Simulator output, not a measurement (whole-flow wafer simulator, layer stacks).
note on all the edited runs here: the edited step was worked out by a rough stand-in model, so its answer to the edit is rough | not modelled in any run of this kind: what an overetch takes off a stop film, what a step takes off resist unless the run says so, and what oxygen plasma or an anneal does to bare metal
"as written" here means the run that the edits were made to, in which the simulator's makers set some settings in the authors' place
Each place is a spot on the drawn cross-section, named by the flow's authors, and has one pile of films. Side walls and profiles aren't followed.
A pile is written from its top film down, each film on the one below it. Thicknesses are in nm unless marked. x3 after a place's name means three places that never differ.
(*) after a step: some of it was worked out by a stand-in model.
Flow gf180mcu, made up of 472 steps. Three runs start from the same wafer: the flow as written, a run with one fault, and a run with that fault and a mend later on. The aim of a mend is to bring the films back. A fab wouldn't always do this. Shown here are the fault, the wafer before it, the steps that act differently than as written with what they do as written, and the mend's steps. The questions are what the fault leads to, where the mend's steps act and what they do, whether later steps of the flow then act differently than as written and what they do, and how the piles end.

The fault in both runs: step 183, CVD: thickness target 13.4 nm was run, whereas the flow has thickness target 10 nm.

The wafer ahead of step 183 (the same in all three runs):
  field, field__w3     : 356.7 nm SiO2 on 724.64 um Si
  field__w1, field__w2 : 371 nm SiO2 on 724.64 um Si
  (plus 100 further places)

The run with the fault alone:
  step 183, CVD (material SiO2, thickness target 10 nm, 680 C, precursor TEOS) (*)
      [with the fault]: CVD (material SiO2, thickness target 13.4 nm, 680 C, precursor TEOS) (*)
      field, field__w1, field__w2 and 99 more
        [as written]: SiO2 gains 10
        [with the fault]: SiO2 gains 13.4
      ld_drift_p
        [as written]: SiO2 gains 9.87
        [with the fault]: SiO2 gains 13.2
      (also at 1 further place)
  Steps further on in the flow that do not act as written (22 other steps are not shown; they differ only slightly, by no more than 2% or 0.5 nm, whichever is larger):
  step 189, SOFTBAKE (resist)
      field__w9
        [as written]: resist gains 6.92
        [with the fault]: resist loses 3.06
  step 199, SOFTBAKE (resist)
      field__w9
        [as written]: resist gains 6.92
        [with the fault]: resist loses 3.06
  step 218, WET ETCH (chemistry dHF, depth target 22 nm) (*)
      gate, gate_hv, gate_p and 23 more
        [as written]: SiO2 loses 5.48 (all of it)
        [with the fault]: SiO2 loses 8.88 (all of it)
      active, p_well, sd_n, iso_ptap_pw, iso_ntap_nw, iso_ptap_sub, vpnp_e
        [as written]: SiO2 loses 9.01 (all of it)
        [with the fault]: SiO2 loses 12.4 (all of it)
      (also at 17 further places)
  By the end, the piles at spacer depart from the flow's by more than 2% or 0.5 nm, whichever is larger.
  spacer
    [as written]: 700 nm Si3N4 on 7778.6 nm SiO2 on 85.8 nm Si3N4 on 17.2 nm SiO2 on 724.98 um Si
    [with the fault]: 700 nm Si3N4 on 7775.2 nm SiO2 on 85.8 nm Si3N4 on 20.6 nm SiO2 on 724.98 um Si

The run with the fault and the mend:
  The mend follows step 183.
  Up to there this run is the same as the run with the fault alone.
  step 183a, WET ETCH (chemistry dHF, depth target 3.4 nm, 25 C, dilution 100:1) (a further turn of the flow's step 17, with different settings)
      field, field__w1, field__w2 and 101 more
        SiO2 loses 3.4
  Later steps of the flow that are run all act as written at every place that is followed, up to a difference of at most 2% or 0.5 nm, whichever is larger.
  At the end the piles are close to the flow's at the places that both follow, differing by at most 2% or 0.5 nm, whichever is larger.
